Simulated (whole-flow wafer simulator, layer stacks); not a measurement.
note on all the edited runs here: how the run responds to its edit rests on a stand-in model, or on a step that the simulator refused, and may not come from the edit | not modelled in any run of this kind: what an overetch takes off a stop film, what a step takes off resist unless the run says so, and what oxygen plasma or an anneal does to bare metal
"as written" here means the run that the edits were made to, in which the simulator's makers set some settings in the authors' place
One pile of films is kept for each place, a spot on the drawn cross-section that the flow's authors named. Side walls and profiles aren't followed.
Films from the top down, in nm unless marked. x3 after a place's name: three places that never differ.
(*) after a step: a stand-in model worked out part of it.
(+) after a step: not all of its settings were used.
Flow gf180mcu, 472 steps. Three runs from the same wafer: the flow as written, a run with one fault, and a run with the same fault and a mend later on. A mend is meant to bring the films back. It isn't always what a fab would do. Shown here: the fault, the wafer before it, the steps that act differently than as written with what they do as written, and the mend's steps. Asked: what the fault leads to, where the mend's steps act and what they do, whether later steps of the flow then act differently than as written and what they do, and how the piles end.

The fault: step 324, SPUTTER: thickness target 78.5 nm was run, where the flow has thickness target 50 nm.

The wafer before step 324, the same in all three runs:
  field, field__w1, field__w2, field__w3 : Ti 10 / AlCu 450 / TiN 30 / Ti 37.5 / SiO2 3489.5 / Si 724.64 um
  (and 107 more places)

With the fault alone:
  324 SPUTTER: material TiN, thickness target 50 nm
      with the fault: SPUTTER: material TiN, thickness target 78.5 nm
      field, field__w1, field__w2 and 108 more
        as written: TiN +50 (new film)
        with the fault: TiN +78.5 (new film)
  Later steps of the flow that act differently than as written (3 more steps differ only slightly, by at most 2% or 0.5 nm, whichever is larger, and aren't shown):
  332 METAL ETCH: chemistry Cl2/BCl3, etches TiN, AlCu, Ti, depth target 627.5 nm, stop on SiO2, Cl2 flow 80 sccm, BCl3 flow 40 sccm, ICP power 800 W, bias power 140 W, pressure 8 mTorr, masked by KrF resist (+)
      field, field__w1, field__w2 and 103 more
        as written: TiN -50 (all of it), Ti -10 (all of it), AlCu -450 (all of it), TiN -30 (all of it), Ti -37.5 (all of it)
        with the fault: TiN -78.5 (all of it), Ti -10 (all of it), AlCu -450 (all of it), TiN -30 (all of it), Ti -37.5 (all of it)
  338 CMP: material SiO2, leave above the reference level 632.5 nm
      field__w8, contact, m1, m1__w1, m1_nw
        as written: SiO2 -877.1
        with the fault: SiO2 -905.6
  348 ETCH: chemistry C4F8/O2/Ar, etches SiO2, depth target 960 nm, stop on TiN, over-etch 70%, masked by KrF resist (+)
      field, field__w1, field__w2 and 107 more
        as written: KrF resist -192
        with the fault: KrF resist -184.9
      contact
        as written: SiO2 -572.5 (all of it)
        with the fault: SiO2 -544 (all of it)
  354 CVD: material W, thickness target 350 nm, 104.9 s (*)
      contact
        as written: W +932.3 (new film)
        with the fault: W +903.5 (new film)
  At the end the piles differ from the flow's by more than 2% or 0.5 nm, whichever is larger, at field__w8, contact, m1, m1__w1, m1_nw.
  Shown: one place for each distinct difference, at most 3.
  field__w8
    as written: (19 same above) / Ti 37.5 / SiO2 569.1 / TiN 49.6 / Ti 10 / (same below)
    with the fault: (19 same above) / Ti 37.5 / SiO2 540.6 / TiN 78.1 / Ti 10 / (same below)
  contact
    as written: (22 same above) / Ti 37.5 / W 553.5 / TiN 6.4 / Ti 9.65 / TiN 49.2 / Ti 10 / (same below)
    with the fault: (22 same above) / Ti 37.5 / W 524.7 / TiN 6.51 / Ti 9.81 / TiN 77.7 / Ti 10 / (same below)

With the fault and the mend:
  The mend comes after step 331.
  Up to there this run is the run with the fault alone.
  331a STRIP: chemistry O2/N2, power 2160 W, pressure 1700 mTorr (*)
      field__w8, contact, m1, m1__w1, m1_nw
        KrF resist -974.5 (all of it)
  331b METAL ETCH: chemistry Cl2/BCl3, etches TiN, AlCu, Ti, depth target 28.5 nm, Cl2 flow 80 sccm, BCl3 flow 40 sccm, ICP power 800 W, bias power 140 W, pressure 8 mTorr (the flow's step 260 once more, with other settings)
      field, field__w1, field__w2 and 108 more
        TiN -28.5
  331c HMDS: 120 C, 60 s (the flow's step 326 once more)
      changes no film at any place that is followed
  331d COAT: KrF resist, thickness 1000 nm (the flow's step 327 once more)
      field, field__w1, field__w2 and 108 more
        KrF resist +1000 (new film)
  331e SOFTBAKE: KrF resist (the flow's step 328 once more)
      changes no film at any place that is followed
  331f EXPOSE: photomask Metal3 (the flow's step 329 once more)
      changes no film at any place that is followed
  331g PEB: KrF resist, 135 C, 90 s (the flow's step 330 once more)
      field, field__w1, field__w2 and 108 more
        KrF resist -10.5
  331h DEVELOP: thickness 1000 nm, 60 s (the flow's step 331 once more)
      field, field__w1, field__w2 and 103 more
        KrF resist -989.5 (all of it)
      field__w8, contact, m1, m1__w1, m1_nw
        KrF resist -14.9
  No later step of the flow acts differently than as written at any place that is followed.
  At the end the piles are the same as the flow's at every place that both follow.
